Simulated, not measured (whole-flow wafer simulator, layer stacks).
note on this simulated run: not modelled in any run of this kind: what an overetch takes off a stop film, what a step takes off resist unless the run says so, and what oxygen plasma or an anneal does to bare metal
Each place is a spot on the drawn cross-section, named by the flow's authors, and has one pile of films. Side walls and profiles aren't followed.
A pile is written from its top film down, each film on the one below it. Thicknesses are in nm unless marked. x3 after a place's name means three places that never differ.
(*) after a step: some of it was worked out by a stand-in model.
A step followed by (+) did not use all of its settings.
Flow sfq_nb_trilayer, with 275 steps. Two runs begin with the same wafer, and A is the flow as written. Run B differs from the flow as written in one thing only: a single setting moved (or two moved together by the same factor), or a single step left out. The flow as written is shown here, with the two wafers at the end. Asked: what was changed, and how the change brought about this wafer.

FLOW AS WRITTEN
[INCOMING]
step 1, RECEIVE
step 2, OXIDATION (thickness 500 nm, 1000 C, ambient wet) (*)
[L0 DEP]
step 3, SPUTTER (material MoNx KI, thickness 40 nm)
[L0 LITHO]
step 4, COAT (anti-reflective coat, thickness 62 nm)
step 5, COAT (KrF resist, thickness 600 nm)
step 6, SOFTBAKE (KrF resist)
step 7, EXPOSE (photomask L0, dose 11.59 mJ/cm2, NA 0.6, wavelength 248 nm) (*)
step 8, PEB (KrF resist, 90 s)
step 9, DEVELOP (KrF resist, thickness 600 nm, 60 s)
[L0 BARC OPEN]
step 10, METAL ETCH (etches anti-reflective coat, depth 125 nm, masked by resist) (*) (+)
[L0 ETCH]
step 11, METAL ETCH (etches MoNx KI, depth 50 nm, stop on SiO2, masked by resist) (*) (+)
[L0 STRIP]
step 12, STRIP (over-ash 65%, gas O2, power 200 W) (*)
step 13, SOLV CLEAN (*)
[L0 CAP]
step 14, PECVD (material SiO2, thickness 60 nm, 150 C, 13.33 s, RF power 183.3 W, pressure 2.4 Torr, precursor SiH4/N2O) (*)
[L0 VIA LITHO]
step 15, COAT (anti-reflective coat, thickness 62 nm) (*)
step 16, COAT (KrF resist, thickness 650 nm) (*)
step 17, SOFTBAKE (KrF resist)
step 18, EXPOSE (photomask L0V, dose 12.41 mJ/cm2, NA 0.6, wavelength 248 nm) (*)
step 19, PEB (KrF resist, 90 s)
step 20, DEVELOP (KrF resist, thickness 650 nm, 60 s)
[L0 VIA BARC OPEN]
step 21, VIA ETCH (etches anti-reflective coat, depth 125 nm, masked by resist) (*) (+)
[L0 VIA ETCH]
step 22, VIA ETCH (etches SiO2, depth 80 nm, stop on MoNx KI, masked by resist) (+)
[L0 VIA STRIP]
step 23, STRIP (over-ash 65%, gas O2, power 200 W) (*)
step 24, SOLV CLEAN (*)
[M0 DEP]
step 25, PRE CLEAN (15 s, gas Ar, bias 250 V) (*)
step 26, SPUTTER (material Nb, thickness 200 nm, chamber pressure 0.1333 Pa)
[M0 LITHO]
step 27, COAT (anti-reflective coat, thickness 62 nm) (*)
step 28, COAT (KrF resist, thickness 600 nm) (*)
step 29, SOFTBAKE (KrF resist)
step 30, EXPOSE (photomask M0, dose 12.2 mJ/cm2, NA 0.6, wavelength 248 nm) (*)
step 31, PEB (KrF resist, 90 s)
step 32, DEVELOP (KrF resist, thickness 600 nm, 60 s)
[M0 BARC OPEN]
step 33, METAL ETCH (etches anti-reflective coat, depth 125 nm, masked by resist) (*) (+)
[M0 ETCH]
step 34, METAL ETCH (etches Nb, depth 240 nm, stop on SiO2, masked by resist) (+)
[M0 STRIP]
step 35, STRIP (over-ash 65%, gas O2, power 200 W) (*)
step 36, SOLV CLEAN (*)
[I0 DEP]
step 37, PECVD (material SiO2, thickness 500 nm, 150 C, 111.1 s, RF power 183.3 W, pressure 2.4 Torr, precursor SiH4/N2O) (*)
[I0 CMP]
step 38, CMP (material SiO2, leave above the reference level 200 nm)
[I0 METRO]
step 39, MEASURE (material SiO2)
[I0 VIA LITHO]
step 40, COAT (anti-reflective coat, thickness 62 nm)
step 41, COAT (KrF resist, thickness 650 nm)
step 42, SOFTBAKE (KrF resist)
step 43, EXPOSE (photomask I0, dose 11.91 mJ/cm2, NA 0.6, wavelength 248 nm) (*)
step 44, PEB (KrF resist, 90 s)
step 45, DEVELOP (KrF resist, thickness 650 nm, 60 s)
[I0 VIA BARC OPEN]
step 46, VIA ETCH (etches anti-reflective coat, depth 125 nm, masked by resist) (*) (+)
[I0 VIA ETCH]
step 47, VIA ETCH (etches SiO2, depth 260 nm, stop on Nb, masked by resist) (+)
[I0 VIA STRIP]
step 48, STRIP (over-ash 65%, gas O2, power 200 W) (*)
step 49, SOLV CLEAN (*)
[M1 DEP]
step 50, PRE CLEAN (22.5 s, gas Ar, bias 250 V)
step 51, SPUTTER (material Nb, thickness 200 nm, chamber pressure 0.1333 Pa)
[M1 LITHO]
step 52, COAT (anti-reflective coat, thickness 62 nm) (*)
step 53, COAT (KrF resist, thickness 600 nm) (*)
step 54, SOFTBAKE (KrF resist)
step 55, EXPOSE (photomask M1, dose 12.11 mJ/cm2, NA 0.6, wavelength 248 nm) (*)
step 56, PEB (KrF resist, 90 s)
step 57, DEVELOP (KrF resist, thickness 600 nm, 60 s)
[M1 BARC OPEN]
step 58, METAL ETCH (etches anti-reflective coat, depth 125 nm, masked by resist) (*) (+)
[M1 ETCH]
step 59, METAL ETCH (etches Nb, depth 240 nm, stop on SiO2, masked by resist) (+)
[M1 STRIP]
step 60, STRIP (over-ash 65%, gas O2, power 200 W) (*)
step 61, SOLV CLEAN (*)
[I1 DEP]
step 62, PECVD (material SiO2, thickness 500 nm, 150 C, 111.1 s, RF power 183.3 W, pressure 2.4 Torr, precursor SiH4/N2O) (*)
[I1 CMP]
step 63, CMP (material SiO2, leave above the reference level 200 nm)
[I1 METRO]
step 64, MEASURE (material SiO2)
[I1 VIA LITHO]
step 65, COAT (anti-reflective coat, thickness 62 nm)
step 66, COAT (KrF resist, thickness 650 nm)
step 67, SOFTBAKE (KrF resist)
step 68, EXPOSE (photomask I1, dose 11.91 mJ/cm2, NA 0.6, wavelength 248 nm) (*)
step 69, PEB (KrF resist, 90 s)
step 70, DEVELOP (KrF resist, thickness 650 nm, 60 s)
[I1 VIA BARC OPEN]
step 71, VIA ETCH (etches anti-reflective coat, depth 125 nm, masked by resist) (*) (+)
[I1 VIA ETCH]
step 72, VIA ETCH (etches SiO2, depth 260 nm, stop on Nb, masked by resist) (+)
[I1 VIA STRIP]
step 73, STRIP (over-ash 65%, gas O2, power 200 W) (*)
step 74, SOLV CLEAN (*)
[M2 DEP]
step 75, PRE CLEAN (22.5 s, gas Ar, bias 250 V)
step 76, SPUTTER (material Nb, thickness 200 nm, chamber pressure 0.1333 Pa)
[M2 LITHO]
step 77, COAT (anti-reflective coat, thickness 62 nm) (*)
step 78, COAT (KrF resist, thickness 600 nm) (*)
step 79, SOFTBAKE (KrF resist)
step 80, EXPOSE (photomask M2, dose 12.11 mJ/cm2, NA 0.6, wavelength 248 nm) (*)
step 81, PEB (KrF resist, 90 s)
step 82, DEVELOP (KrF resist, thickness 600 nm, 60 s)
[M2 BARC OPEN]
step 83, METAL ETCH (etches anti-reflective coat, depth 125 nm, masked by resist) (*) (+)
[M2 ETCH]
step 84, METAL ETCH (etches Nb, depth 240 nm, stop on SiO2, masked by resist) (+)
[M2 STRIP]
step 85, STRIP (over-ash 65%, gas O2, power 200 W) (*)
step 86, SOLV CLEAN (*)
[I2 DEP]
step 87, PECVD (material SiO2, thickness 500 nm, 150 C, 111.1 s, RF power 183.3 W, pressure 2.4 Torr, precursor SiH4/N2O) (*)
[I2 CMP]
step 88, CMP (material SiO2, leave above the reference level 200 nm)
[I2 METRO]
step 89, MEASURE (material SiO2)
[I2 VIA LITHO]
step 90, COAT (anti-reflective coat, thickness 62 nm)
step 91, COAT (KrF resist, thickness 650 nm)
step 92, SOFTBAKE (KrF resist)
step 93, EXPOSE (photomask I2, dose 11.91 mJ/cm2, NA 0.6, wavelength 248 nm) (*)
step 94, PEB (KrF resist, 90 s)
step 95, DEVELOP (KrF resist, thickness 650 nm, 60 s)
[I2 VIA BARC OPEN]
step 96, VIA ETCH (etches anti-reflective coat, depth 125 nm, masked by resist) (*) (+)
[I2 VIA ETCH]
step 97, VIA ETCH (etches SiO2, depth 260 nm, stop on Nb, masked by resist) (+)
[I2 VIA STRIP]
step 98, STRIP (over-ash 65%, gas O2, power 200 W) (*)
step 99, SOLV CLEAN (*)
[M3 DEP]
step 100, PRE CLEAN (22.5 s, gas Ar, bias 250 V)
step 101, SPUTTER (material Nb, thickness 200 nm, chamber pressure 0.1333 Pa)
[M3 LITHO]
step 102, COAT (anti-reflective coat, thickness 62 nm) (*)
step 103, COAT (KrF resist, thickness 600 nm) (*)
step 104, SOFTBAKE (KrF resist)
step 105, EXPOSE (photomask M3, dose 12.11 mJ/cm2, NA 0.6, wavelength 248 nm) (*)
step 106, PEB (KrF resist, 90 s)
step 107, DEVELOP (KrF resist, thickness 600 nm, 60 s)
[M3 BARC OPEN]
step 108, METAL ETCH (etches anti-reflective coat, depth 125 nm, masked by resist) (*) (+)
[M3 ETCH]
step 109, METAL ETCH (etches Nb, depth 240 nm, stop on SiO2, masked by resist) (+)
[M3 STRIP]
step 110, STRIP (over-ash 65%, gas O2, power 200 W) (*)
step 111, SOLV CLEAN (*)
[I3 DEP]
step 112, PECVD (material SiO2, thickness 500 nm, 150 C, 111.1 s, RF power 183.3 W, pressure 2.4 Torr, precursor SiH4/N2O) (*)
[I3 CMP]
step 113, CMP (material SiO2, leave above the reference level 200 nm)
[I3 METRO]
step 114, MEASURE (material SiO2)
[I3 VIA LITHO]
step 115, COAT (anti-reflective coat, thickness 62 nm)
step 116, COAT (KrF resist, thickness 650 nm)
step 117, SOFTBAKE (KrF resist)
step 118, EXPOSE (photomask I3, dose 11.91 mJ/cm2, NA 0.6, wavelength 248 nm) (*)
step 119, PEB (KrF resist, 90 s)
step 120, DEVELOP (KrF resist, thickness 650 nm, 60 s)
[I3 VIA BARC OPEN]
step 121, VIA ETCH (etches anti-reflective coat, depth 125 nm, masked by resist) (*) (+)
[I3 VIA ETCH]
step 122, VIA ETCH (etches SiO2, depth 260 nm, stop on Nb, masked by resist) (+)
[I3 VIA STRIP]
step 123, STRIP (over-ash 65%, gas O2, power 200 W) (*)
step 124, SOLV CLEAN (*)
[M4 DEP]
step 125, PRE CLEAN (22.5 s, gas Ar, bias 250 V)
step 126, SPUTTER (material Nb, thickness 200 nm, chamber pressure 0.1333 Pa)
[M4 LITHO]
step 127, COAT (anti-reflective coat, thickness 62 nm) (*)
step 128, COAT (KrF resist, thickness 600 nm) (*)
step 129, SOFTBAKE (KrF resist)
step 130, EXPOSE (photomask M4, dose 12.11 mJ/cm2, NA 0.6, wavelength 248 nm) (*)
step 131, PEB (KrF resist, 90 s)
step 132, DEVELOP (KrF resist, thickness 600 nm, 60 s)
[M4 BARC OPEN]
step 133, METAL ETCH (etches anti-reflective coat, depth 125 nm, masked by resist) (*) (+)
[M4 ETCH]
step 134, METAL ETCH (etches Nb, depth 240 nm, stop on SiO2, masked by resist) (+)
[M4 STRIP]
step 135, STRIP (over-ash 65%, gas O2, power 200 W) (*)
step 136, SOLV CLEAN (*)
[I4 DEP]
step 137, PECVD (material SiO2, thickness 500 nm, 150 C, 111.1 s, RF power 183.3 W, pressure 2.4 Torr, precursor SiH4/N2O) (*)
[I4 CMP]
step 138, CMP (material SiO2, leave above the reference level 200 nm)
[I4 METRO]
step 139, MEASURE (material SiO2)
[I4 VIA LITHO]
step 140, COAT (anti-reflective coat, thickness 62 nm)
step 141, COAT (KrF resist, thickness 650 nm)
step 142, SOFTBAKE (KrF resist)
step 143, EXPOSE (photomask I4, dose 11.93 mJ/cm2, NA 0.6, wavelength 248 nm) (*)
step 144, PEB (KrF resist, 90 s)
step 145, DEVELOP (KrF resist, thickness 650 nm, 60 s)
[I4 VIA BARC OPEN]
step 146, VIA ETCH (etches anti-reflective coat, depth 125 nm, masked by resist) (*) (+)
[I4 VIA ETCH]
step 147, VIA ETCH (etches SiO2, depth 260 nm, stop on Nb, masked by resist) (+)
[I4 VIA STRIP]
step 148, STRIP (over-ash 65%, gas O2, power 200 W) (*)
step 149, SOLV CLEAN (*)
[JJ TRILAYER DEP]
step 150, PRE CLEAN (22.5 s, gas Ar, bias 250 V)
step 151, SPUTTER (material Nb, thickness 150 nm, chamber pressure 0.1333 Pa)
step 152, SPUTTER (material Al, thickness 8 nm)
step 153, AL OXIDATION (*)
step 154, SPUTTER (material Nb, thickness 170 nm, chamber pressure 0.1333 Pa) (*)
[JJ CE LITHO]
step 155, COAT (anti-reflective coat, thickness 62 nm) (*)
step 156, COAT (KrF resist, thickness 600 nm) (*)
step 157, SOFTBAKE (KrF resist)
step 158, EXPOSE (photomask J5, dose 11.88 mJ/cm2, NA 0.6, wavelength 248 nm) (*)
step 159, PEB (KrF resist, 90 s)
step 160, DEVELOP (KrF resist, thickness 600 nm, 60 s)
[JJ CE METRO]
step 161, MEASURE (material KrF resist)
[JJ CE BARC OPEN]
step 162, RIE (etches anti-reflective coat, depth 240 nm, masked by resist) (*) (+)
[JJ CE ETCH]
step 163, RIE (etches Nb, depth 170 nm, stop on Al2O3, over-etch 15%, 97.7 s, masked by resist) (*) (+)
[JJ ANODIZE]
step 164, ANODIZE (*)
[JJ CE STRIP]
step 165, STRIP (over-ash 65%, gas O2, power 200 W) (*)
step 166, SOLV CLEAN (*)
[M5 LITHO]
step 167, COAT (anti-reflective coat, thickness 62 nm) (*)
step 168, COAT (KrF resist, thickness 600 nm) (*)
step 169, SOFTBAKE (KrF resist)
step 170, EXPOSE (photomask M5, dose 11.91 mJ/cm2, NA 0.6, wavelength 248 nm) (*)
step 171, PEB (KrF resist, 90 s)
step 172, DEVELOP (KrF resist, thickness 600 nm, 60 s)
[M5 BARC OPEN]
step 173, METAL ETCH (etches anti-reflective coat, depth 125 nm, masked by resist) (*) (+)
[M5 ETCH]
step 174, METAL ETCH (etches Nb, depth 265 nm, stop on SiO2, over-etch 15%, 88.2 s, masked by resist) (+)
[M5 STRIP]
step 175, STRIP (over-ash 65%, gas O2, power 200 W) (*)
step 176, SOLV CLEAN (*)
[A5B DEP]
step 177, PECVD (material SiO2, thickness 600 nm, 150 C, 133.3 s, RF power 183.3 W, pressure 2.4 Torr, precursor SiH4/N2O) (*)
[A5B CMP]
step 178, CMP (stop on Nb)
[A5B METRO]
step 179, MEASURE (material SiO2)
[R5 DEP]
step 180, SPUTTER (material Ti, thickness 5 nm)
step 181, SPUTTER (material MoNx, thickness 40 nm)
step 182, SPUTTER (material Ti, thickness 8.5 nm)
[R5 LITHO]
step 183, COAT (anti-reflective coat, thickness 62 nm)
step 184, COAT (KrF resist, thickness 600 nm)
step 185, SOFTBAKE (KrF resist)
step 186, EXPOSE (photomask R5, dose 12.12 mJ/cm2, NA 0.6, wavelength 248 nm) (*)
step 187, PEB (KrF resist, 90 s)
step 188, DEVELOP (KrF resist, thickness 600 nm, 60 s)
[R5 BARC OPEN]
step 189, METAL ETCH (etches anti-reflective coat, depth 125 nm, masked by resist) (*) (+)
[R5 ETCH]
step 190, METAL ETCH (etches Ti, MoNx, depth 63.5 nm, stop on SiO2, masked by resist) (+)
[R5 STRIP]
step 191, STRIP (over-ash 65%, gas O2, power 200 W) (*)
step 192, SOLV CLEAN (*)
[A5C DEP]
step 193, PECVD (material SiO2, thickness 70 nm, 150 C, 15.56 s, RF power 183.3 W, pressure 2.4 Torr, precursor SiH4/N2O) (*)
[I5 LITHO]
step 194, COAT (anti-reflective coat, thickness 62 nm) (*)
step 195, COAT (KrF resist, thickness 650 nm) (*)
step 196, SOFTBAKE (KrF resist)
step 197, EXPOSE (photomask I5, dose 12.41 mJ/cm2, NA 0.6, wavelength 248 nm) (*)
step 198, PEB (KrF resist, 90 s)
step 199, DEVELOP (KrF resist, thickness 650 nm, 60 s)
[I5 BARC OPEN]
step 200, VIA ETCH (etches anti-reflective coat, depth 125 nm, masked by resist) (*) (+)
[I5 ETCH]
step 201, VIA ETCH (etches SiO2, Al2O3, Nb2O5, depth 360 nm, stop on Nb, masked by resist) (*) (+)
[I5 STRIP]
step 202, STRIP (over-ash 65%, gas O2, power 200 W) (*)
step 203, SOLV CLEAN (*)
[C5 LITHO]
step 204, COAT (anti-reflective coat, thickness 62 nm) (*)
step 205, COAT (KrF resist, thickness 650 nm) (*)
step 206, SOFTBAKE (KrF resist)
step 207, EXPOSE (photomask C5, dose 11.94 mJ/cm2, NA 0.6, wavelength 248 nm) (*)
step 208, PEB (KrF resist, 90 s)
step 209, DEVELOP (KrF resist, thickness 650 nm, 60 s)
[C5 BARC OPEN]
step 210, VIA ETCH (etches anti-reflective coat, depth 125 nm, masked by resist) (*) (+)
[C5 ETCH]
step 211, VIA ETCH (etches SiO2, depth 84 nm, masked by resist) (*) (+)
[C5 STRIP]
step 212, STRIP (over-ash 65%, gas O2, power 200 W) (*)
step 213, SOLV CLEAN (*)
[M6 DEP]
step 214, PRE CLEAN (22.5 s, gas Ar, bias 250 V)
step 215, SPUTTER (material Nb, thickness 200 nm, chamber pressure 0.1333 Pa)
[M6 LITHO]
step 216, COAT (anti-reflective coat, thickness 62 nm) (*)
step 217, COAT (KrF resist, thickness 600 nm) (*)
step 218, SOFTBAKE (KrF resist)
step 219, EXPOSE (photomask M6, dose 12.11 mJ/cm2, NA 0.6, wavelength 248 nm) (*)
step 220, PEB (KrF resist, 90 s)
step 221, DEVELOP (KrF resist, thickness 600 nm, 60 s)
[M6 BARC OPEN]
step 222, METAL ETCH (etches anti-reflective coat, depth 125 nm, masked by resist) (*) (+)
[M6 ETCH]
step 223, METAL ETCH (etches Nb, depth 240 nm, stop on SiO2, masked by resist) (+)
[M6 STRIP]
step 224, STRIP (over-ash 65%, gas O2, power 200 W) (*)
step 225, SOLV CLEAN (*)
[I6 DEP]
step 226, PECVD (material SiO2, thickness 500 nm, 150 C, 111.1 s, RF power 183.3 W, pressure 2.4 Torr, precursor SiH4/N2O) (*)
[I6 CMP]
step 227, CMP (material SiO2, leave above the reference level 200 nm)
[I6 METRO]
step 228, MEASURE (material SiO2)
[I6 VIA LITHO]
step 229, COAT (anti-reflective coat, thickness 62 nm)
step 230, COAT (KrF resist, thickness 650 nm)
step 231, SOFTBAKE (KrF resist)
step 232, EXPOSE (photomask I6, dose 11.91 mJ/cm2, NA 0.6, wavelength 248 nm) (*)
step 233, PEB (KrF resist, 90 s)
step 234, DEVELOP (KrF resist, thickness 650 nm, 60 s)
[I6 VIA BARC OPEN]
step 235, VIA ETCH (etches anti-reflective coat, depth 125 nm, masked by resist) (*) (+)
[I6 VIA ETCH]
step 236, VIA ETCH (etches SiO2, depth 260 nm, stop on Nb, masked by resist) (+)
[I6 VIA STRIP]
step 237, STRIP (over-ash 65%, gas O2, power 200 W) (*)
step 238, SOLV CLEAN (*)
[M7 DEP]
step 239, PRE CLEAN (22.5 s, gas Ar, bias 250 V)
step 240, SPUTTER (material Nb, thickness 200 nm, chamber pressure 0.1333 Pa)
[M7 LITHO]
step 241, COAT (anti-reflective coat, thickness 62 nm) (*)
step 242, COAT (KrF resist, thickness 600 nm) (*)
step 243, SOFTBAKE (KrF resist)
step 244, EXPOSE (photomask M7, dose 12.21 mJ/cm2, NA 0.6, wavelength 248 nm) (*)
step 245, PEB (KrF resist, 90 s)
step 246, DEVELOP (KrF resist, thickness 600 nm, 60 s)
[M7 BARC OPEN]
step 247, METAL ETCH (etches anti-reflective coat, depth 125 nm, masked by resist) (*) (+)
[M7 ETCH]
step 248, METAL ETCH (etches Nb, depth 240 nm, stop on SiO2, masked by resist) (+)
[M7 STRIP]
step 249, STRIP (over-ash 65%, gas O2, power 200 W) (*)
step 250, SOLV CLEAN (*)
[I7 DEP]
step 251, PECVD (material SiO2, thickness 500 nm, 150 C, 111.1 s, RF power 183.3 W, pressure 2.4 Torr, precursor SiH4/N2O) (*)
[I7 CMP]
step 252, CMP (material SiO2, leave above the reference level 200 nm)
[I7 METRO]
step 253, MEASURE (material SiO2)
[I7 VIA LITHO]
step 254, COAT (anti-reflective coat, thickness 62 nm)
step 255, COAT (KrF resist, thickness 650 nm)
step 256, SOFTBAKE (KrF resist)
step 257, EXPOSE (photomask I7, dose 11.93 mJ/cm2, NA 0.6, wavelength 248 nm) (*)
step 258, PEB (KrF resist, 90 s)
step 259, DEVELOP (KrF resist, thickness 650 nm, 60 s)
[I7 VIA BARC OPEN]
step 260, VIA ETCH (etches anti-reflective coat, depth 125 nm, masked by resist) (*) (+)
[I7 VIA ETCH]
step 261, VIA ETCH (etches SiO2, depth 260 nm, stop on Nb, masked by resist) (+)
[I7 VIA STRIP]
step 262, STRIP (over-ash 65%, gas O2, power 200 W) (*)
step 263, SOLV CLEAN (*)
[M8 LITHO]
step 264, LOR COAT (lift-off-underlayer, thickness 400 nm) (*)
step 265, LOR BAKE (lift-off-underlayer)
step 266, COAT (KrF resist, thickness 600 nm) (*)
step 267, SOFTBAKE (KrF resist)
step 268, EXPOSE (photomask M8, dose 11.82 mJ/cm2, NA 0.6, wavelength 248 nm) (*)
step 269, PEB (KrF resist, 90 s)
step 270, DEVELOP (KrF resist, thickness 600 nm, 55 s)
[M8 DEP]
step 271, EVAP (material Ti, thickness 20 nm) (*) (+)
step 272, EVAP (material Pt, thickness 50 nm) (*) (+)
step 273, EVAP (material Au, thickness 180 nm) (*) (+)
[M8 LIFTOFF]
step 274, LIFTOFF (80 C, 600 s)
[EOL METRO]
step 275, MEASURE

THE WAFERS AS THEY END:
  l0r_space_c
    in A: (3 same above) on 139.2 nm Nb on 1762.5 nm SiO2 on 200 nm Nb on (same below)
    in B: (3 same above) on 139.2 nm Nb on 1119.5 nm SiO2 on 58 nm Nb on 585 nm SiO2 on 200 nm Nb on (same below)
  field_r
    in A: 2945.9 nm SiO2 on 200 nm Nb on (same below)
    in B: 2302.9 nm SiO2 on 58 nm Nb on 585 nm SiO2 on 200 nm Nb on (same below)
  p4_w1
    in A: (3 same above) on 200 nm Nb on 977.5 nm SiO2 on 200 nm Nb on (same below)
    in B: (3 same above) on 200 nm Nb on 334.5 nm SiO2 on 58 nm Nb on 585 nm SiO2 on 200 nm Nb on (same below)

What caused this: step 84, METAL ETCH: depth 142 nm was run, whereas the flow has depth 240 nm.

Step by step, how the change led to this:
  step 84, METAL ETCH (etches Nb, depth 240 nm, stop on SiO2, masked by resist) (+)
      field_l, be, be_sur and 81 more: A Nb loses 200 (all of it) | B Nb loses 142
      v_sur, via_wl, via_w and 19 more: A KrF resist loses 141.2 | B KrF resist loses 83.5
  step 85, STRIP (over-ash 65%, gas O2, power 200 W) (*)
      wl_j_sl, wl_jj, wl_j_sr and 12 more: A KrF resist loses 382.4 (all of it), anti-reflective coat loses 62 (all of it) | B KrF resist loses 440 (all of it), anti-reflective coat loses 62 (all of it)
      v_sur: A KrF resist loses 380 (all of it), anti-reflective coat loses 61.4 (all of it) | B KrF resist loses 437.7 (all of it), anti-reflective coat loses 61.4 (all of it)
      (as well as at 6 more places)
  step 87, PECVD (material SiO2, thickness 500 nm, 150 C, 111.1 s, RF power 183.3 W, pressure 2.4 Torr, precursor SiH4/N2O) (*)
      field_l, be, be_sur and 81 more: A SiO2 gains 500 | B SiO2 gains 500 (new film)
  step 88, CMP (material SiO2, leave above the reference level 200 nm)
      field_l, be, be_sur and 81 more: A SiO2 loses 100 | B SiO2 loses 158
With metal films that touch counted as one body, l0r_space_c has 3 bodies (between them, from the top down: SiO2 1119.5; SiO2 585); the flow as written gives 2 bodies (between them, from the top down: SiO2 1762.5).
With metal films that touch counted as one body, field_r has 2 bodies (between them, from the top down: SiO2 585); the flow as written gives 1 body.
With metal films that touch counted as one body, p4_w1 has 4 bodies (between them, from the top down: SiO2 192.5; SiO2 334.5; SiO2 585); the flow as written gives 3 bodies (between them, from the top down: SiO2 192.5; SiO2 977.5).
